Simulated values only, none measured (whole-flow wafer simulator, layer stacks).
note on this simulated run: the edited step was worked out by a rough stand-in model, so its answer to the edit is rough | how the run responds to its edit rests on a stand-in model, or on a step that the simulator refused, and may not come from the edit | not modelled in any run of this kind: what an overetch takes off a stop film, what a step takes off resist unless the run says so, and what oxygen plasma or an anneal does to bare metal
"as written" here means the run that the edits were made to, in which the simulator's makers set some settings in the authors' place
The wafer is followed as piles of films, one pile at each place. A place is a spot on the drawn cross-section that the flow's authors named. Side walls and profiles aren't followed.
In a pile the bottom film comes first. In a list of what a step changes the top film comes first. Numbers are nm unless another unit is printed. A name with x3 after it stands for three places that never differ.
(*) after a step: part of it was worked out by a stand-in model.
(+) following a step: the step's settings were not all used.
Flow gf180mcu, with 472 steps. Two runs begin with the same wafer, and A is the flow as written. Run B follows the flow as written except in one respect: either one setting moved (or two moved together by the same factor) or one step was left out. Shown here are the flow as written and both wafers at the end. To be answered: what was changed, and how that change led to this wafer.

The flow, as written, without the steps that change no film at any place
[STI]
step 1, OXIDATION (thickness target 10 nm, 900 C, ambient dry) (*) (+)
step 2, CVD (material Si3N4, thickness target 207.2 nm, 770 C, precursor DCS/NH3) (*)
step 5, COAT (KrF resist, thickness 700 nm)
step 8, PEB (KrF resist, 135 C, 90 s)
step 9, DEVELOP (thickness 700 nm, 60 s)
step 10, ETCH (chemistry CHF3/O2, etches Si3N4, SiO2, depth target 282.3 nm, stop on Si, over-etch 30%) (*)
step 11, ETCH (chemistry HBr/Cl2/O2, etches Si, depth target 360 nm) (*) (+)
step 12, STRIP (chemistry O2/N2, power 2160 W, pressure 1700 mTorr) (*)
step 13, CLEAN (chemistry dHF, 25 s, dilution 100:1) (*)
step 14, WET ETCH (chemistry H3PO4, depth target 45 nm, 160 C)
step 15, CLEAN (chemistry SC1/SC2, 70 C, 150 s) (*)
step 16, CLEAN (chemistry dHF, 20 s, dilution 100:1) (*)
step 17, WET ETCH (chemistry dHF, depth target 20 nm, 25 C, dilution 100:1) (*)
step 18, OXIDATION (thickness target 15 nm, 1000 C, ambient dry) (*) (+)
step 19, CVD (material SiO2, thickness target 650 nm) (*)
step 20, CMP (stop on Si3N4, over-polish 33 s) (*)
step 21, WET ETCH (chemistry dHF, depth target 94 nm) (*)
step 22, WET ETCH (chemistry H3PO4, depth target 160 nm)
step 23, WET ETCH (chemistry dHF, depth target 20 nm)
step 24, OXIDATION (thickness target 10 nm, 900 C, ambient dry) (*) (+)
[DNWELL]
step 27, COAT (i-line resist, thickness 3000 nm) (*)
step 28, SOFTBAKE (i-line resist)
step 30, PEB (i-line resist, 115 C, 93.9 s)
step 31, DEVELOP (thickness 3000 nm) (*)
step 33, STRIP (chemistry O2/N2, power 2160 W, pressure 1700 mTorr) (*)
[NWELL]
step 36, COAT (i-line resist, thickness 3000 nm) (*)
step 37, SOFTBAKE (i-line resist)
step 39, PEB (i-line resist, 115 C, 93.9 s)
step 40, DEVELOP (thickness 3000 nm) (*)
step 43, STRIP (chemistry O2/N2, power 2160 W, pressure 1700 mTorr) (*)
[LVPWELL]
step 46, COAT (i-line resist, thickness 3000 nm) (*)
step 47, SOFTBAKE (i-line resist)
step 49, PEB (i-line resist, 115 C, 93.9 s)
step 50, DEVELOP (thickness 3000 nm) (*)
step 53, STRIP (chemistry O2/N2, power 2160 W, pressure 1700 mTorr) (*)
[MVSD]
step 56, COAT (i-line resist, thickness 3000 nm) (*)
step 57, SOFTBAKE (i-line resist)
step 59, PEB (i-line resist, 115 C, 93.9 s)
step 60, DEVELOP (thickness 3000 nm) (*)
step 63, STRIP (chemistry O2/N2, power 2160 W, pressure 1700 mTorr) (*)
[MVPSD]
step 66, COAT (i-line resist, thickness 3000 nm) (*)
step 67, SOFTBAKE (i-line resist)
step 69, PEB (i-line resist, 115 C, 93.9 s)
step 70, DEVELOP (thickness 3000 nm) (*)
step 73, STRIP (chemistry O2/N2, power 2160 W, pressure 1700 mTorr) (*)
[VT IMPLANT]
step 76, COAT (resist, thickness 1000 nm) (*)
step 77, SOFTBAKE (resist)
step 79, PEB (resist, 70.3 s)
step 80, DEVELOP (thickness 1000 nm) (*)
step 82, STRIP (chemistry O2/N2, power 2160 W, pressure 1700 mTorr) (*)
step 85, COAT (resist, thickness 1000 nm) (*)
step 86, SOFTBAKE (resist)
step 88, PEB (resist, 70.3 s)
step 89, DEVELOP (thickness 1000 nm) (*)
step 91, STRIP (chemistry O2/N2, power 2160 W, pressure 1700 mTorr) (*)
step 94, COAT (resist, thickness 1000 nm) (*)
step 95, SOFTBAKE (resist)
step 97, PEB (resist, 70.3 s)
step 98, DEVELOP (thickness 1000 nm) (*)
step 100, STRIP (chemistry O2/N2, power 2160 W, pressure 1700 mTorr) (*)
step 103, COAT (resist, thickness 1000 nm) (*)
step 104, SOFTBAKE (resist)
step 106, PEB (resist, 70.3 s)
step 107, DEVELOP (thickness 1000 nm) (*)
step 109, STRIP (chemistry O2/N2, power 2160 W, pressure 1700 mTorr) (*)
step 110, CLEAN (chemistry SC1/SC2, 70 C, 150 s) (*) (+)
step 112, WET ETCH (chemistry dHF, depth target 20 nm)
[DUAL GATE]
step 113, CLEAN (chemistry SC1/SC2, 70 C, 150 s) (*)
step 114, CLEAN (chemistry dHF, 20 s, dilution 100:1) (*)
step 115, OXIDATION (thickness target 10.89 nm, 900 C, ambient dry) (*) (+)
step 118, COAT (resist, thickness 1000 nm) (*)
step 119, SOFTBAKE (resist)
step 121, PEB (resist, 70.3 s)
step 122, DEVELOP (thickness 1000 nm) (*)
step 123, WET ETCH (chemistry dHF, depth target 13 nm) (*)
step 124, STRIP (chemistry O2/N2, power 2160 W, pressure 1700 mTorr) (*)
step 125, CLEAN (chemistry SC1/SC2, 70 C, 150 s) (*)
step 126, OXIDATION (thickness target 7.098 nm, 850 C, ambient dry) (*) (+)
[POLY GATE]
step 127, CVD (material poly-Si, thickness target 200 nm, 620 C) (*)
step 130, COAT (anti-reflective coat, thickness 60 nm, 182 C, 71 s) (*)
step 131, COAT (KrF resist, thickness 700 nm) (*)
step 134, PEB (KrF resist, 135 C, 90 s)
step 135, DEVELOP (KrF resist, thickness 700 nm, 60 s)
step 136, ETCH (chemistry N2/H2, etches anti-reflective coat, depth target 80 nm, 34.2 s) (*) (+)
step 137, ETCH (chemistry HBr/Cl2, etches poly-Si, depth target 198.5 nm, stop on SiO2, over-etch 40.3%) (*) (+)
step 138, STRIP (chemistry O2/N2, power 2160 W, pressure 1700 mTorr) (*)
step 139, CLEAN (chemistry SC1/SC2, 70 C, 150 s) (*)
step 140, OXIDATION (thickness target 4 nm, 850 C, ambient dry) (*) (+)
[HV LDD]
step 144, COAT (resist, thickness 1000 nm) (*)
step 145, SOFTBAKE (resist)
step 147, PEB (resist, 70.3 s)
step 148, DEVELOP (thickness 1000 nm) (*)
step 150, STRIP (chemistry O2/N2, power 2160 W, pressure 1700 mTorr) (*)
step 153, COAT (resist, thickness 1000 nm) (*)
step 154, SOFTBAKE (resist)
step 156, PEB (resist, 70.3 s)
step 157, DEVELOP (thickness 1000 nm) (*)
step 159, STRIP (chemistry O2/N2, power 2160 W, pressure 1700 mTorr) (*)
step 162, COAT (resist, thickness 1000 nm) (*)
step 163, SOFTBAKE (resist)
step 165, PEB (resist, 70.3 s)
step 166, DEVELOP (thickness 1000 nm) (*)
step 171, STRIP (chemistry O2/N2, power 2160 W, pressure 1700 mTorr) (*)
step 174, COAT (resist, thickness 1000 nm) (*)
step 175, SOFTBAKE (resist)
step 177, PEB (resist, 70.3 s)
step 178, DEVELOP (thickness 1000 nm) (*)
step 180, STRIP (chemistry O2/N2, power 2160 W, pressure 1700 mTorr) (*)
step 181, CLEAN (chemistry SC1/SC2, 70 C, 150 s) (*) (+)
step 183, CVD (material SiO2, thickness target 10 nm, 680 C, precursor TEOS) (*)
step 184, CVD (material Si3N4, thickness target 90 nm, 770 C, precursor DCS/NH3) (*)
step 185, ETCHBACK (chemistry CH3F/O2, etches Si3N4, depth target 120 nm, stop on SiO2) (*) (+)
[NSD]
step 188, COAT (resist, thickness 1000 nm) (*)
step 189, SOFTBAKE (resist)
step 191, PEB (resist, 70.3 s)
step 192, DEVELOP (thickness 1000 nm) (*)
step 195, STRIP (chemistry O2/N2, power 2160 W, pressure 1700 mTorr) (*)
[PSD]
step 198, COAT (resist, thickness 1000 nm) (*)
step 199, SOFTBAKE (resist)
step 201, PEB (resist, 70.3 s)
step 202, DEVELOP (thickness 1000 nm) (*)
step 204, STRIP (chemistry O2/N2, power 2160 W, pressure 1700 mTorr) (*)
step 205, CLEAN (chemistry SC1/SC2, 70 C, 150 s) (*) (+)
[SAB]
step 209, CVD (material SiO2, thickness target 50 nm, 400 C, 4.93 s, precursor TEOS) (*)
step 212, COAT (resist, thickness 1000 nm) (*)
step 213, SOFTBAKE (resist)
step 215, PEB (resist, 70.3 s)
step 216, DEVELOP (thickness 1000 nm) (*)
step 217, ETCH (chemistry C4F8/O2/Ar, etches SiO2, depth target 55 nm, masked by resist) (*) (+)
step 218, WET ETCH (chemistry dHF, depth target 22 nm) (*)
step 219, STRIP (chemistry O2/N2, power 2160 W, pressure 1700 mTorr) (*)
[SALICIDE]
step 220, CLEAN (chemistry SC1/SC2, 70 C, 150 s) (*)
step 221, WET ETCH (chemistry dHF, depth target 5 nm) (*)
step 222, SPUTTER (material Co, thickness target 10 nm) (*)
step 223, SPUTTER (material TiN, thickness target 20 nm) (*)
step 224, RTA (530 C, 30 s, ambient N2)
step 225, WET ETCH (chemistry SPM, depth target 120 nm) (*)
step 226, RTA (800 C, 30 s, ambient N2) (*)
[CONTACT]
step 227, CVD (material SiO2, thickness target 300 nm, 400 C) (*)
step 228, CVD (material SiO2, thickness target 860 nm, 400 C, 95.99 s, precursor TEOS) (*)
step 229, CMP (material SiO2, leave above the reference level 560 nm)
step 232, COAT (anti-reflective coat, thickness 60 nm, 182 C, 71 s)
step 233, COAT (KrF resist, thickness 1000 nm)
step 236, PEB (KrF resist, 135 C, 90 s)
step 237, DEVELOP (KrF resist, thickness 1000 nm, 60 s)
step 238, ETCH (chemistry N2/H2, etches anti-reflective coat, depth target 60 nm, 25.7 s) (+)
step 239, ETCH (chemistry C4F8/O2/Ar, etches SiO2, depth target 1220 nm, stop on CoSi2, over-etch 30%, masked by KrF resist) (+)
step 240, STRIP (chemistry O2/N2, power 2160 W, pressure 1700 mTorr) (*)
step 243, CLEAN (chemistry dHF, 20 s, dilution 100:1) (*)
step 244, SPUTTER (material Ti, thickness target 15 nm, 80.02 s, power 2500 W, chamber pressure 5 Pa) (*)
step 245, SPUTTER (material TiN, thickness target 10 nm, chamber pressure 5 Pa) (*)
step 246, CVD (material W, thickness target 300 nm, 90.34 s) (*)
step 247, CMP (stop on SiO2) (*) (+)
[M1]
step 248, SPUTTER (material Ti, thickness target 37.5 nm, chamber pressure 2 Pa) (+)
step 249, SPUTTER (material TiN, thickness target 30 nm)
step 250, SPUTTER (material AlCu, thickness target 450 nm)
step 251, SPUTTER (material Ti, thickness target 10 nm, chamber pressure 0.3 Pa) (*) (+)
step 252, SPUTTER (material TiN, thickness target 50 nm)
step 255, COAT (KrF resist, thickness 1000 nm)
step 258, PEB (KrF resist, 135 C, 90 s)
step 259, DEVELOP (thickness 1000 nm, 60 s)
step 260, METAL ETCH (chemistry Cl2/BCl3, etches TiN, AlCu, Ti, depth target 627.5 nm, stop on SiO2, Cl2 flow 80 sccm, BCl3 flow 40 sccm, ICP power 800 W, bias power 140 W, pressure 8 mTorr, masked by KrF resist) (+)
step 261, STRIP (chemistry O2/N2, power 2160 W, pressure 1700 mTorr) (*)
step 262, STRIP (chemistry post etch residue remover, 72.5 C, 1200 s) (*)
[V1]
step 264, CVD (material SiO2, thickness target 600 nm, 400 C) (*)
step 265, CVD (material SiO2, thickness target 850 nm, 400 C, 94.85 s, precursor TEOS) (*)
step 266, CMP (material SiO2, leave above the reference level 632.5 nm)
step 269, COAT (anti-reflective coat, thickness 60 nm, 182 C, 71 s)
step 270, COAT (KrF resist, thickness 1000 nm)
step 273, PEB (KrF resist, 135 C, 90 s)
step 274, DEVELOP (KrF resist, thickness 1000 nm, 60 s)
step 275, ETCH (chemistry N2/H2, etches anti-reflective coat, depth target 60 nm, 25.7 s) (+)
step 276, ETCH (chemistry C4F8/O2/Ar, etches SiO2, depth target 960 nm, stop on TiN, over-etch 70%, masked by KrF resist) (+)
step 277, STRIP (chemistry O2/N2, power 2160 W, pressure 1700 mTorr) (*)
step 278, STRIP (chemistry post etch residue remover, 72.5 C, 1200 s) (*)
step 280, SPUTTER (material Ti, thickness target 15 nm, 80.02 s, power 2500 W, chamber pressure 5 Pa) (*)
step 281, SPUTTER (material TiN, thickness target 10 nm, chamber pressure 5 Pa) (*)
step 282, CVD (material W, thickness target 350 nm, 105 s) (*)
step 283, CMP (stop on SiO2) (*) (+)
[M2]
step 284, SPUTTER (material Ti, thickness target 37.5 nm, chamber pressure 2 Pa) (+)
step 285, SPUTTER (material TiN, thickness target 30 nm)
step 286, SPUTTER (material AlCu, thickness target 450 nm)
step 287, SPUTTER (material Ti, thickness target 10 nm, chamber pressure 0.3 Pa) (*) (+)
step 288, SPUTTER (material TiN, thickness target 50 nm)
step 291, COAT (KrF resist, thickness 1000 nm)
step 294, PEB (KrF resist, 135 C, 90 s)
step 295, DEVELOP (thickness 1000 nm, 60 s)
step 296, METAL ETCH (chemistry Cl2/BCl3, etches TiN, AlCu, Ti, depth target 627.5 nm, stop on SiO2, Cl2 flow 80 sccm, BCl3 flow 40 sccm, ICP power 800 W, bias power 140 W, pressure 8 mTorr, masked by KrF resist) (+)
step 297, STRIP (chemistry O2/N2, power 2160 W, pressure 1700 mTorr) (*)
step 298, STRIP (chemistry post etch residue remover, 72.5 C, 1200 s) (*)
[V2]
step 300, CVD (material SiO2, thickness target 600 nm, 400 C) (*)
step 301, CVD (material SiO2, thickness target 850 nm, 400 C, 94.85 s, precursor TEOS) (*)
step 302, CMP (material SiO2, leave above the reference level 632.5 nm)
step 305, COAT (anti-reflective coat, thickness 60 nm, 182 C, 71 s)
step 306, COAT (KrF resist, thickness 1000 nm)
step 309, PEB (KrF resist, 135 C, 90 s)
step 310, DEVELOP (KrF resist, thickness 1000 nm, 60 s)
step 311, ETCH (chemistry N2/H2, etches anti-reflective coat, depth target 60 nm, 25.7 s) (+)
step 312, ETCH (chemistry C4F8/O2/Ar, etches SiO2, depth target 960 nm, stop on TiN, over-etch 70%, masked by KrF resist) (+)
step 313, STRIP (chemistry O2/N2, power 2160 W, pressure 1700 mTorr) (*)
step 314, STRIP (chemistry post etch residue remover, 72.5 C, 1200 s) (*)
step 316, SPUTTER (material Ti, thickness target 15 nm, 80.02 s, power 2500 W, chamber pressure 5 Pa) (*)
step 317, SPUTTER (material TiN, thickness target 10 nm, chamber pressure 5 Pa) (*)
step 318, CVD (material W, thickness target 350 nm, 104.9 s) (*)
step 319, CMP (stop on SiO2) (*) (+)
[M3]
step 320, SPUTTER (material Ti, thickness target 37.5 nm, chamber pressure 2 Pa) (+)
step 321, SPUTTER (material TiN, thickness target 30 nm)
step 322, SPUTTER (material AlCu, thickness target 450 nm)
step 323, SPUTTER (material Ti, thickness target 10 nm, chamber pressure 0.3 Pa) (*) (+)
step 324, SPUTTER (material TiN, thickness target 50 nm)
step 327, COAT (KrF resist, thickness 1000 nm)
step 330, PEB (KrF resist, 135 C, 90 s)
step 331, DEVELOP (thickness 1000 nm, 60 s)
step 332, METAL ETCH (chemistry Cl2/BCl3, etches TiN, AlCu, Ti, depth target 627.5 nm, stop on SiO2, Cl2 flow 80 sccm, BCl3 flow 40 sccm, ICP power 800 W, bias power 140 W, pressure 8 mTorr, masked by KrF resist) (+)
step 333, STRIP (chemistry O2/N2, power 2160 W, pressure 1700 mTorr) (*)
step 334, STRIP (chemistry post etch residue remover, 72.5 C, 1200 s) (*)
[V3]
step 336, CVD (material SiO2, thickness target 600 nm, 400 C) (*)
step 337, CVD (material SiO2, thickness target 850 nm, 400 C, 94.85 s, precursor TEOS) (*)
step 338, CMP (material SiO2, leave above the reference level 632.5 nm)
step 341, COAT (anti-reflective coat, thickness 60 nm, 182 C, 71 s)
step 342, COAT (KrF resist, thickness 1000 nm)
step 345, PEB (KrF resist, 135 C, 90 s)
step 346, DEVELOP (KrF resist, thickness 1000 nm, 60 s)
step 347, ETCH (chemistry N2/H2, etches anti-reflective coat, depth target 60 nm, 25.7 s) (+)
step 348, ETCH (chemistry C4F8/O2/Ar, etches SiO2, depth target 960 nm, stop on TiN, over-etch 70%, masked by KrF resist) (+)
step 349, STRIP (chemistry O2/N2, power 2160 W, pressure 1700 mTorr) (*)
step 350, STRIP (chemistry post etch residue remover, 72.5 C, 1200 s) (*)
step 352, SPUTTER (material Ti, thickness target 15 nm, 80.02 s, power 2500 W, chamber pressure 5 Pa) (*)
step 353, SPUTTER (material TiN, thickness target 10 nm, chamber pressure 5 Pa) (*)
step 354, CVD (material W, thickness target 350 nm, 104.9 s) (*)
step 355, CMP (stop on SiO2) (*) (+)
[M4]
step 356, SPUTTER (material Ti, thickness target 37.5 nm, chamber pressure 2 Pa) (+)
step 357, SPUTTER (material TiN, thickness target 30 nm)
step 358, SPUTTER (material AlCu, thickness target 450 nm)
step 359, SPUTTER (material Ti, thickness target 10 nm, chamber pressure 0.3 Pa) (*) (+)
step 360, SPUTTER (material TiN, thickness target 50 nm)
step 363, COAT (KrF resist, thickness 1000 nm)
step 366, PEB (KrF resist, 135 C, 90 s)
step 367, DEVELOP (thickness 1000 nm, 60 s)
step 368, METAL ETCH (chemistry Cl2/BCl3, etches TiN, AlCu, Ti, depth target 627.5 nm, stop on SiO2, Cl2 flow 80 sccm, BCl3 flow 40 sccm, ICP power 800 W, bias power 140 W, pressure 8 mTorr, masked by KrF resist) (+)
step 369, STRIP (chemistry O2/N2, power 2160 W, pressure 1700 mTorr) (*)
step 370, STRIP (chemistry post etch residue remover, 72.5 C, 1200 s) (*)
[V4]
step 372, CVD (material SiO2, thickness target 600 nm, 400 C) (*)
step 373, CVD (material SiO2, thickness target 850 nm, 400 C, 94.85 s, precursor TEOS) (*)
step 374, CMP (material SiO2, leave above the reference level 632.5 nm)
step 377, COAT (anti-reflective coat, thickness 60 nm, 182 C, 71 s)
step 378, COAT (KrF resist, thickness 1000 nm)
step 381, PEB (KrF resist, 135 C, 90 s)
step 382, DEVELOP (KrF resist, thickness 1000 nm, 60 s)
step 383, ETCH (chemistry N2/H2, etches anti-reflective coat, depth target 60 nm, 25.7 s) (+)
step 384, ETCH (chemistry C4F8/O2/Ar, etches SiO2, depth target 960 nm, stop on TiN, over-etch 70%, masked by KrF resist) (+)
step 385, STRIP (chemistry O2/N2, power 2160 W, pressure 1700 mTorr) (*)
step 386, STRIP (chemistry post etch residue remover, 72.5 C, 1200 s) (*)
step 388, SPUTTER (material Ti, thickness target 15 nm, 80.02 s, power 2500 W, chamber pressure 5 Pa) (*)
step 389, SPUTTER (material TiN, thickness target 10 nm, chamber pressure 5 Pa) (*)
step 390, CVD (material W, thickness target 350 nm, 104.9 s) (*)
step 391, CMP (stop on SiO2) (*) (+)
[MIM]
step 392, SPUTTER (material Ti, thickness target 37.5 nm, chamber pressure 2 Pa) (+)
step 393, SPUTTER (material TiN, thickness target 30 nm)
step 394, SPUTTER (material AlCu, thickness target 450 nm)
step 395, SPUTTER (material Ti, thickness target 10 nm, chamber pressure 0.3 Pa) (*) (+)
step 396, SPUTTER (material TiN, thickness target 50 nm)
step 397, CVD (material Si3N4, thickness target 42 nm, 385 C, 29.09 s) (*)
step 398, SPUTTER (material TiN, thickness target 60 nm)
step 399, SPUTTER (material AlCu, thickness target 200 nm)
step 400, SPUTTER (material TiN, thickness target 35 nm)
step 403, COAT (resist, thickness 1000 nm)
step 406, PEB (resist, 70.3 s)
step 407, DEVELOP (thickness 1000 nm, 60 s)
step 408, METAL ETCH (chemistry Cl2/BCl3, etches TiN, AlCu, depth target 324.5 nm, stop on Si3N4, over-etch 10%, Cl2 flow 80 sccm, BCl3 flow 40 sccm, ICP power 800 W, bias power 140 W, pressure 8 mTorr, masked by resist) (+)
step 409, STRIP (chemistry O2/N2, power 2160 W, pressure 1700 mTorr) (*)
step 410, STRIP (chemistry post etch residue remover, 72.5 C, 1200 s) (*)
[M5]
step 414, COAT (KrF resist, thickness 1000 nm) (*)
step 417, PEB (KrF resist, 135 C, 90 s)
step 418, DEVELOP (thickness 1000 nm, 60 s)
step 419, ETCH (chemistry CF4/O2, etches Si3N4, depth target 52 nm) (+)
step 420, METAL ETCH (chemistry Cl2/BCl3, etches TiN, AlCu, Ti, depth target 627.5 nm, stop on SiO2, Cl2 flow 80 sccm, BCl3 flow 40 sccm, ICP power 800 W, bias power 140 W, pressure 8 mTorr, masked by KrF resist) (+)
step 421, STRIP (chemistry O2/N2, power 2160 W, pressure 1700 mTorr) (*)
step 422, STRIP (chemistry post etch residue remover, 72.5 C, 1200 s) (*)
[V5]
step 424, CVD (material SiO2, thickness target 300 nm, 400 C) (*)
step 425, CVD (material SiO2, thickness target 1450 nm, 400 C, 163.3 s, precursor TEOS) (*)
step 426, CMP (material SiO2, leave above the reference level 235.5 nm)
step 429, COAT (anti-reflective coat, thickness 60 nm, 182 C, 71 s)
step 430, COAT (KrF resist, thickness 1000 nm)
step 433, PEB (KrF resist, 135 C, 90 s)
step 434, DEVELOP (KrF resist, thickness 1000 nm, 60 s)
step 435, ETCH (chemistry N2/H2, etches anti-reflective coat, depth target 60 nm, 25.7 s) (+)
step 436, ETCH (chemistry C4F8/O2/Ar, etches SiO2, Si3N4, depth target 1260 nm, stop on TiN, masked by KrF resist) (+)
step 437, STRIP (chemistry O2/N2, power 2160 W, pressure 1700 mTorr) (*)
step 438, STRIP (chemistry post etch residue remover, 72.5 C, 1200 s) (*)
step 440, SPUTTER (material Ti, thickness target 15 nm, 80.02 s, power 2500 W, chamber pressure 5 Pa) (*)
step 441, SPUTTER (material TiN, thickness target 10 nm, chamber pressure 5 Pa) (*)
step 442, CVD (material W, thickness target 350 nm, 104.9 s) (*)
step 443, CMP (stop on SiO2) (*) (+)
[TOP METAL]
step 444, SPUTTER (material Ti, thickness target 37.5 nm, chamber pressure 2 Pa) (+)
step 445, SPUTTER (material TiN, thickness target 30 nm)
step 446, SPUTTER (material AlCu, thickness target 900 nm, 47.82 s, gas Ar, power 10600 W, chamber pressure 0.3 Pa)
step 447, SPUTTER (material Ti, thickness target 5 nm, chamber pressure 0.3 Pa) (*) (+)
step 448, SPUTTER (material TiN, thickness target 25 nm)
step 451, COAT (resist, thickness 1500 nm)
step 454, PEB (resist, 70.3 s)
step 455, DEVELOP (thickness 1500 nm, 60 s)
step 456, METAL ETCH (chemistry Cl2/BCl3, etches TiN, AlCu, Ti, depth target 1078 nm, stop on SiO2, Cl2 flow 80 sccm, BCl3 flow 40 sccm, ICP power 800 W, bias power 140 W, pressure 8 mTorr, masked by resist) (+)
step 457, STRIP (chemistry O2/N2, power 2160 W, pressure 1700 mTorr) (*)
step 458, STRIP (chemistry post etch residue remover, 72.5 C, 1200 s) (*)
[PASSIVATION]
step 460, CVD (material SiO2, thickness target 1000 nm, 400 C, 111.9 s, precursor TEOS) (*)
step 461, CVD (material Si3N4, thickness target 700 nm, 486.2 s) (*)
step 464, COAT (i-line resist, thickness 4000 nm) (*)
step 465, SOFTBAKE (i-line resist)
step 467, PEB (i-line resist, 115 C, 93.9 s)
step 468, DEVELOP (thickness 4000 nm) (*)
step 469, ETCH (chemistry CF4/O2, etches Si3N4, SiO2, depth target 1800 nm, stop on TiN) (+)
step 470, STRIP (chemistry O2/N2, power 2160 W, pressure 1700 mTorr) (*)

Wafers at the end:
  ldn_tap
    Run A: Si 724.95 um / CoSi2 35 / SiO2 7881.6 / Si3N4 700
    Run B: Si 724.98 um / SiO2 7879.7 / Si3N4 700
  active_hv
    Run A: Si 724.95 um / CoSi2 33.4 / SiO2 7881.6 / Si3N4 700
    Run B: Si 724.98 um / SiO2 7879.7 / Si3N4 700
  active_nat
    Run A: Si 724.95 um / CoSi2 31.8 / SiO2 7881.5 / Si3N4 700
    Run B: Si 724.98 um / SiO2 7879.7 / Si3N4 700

The reason: step 218, WET ETCH: depth target 10.3 nm was run, while the flow as written has depth target 22 nm.

The path from the change to this, step by step:
  step 218, WET ETCH (chemistry dHF, depth target 22 nm) (*)
      ldn_tap, ldn_src, ldn_drn, ldp_tap, ldp_src, ldp_drn, ldp_gr: A -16 SiO2 (all of it) | B -10.8 SiO2
      ld_drn_n, ld_sd_p: A -14.8 SiO2 (all of it) | B -10.5 SiO2
      (also at 56 further places)
  step 219, STRIP (chemistry O2/N2, power 2160 W, pressure 1700 mTorr) (*)
      active_hv, active_nat, ld_sd_n and 11 more: A +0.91 chemical SiO2 (new film), -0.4 Si | B nothing
  step 221, WET ETCH (chemistry dHF, depth target 5 nm) (*)
      active_hv, active_nat, ld_sd_n and 10 more: A -0.76 chemical SiO2 (all of it) | B -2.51 SiO2
      ld_drn_p: A -0.76 chemical SiO2 (all of it) | B -1.1 SiO2 (all of it)
  step 223, SPUTTER (material TiN, thickness target 20 nm) (*)
      field__w12: A +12 TiN (new film) | B +12.7 TiN (new film)
      ld_sd_n: A +15.5 TiN (new film) | B +16.3 TiN (new film)
  step 224, RTA (530 C, 30 s, ambient N2)
      ldn_tap, ldn_src, ldn_drn, ldp_tap, ldp_src, ldp_drn, ldp_gr: A under 1 film: +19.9 CoSi (new film), -10 Co (all of it), -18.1 Si | B nothing
      active_hv: A under 1 film: +19 CoSi (new film), -9.55 Co (all of it), -17.3 Si | B nothing
      (also at 5 further places)
  step 225, WET ETCH (chemistry SPM, depth target 120 nm) (*)
      ldn_tap, ldn_src, ldn_drn, ldp_tap, ldp_src, ldp_drn, ldp_gr: A -20 TiN (all of it) | B -20 TiN (all of it), -10 Co (all of it)
      active_hv: A -19 TiN (all of it) | B -19 TiN (all of it), -9.55 Co (all of it)
      (also at 6 further places)
  step 226, RTA (800 C, 30 s, ambient N2) (*)
      ldn_tap, ldn_src, ldn_drn, ldp_tap, ldp_src, ldp_drn, ldp_gr: A +35 CoSi2 (new film), -19.9 CoSi (all of it), -18.1 Si | B nothing
      active_hv: A +33.4 CoSi2 (new film), -19 CoSi (all of it), -17.3 Si | B nothing
      (also at 5 further places)
  step 227, CVD (material SiO2, thickness target 300 nm, 400 C) (*)
      active_hv, active_nat, ld_sd_n and 10 more: A +300 SiO2 (new film) | B +300 SiO2
  step 229, CMP (material SiO2, leave above the reference level 560 nm)
      ldn_sep__w1, ldn_sep__w2, ldn_dft and 8 more: A -311 SiO2 | B -323.9 SiO2
      sti, mim_1p0, pad, dice_street, iso_nw_fld, iso_fld_sub: A -296.8 SiO2 | B -309.7 SiO2
      (also at 34 further places)
If metal films that touch count as one body, ldn_tap has 0 bodies; the flow as written gives 1 body.
If metal films that touch count as one body, active_hv has 0 bodies; the flow as written gives 1 body.
If metal films that touch count as one body, active_nat has 0 bodies; the flow as written gives 1 body.
